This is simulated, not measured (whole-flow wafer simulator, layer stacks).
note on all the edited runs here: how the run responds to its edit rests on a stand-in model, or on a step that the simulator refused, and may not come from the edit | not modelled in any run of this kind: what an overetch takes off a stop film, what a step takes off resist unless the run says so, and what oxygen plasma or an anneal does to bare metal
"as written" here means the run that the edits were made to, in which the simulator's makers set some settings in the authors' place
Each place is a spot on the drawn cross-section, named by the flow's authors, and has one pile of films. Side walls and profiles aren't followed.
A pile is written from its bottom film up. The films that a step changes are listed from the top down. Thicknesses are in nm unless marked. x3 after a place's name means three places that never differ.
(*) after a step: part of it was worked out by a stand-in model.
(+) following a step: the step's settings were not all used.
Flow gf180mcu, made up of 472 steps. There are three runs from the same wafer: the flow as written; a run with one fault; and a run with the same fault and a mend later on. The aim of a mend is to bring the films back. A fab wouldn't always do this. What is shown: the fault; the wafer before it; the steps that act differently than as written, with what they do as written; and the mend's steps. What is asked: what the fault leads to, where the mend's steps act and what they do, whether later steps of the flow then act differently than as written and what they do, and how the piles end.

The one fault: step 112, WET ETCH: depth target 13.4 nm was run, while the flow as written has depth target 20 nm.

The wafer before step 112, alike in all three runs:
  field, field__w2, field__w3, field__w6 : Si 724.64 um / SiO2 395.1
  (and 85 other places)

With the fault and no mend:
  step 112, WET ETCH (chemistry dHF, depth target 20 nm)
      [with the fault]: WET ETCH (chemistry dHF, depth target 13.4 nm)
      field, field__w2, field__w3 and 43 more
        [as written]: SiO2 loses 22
        [with the fault]: SiO2 loses 14.7
  Later steps of the flow acting differently than as written (54 other steps are not shown; they differ only slightly, by no more than 2% or 0.5 nm, whichever is larger):
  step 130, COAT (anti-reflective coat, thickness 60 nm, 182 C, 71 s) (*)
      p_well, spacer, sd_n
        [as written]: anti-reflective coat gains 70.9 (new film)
        [with the fault]: anti-reflective coat gains 77.8 (new film)
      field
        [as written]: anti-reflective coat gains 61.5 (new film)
        [with the fault]: anti-reflective coat gains 59.2 (new film)
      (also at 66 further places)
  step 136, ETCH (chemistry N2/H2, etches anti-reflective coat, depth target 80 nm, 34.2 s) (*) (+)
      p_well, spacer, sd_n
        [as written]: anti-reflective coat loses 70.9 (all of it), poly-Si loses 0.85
        [with the fault]: anti-reflective coat loses 77.8 (all of it), poly-Si loses 0.67
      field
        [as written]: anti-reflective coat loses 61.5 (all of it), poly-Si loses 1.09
        [with the fault]: anti-reflective coat loses 59.2 (all of it), poly-Si loses 1.15
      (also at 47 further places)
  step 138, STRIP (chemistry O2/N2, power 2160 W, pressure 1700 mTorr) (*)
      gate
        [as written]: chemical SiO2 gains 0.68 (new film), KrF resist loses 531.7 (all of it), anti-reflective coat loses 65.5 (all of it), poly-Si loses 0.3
        [with the fault]: chemical SiO2 gains 0.68 (new film), KrF resist loses 532 (all of it), anti-reflective coat loses 68.7 (all of it), poly-Si loses 0.3
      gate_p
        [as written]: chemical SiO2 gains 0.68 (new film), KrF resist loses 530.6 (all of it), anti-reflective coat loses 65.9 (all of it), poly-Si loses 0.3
        [with the fault]: chemical SiO2 gains 0.68 (new film), KrF resist loses 530.7 (all of it), anti-reflective coat loses 69.5 (all of it), poly-Si loses 0.3
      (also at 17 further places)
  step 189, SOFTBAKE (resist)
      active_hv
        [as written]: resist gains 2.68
        [with the fault]: resist loses 0.45
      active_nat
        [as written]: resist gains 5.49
        [with the fault]: resist gains 9.3
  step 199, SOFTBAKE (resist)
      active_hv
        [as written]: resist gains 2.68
        [with the fault]: resist loses 0.45
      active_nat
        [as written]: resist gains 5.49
        [with the fault]: resist gains 9.3
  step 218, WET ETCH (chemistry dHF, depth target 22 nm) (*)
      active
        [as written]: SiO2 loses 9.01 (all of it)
        [with the fault]: SiO2 loses 8.14 (all of it)
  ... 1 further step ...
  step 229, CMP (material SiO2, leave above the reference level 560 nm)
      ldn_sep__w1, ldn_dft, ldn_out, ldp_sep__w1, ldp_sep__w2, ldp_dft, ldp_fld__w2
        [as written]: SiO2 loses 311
        [with the fault]: SiO2 loses 318.2
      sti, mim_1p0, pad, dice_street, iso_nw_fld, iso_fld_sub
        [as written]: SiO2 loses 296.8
        [with the fault]: SiO2 loses 304.1
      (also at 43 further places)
  By the end, the piles at ld_sd_n depart from the flow's by more than 2% or 0.5 nm, whichever is larger.
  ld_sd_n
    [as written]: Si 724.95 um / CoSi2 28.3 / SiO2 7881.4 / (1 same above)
    [with the fault]: Si 724.95 um / CoSi2 27.7 / SiO2 7881.4 / (1 same above)

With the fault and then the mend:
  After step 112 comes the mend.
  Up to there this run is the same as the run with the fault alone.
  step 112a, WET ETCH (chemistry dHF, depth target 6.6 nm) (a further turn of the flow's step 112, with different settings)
      field, field__w2, field__w3 and 43 more
        SiO2 loses 6.6
  Later steps of the flow acting differently than as written (56 other steps are not shown; they differ only slightly, by no more than 2% or 0.5 nm, whichever is larger):
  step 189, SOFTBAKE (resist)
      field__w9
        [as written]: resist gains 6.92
        [with the mend]: resist loses 3.07
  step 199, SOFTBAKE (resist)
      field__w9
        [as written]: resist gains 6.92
        [with the mend]: resist loses 3.07
  At the end the piles are close to the flow's at the places that both follow, differing by at most 2% or 0.5 nm, whichever is larger.
